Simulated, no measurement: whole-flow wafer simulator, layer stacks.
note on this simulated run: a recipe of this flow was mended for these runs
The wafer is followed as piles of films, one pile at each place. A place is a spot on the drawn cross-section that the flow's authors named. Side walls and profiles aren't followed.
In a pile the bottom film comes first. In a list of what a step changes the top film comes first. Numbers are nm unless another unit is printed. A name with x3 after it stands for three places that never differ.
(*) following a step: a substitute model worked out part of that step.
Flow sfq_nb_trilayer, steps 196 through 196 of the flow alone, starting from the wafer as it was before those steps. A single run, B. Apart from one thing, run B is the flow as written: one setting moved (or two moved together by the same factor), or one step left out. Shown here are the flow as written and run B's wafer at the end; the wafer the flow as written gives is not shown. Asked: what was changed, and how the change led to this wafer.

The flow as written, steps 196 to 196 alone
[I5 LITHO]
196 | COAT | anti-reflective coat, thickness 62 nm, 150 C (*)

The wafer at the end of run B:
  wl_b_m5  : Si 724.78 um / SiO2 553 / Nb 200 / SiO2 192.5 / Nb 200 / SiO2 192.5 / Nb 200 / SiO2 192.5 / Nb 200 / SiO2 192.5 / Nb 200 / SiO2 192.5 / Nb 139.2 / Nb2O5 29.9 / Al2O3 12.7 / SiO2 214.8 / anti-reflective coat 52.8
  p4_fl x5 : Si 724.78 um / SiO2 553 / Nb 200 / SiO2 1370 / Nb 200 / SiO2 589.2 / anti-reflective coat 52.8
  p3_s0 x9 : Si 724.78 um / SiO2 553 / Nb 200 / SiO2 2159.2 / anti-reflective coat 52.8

Cause: step 196, COAT: thickness 52.8 nm was run, though the flow has thickness 62 nm.
The wafer itself shows it: wl_b_m5 has anti-reflective coat 52.8, and step 196 as written asks for 62 nm.

The path from the change to this, step by step:
  196 | COAT | anti-reflective coat, thickness 62 nm, 150 C (*)
      p4_fl x5, p4_w1 x9, p3_s0 x9 and 41 more: +52.8 anti-reflective coat (new film) (it would be, as written: +62 anti-reflective coat (new film))
      via_wl, via_w, via_wr, via_sp, via_v, lsp_r, l0_sur, l0v: +53.1 anti-reflective coat (new film) (it would be, as written: +62.3 anti-reflective coat (new film))
      (and at 34 other places as well)
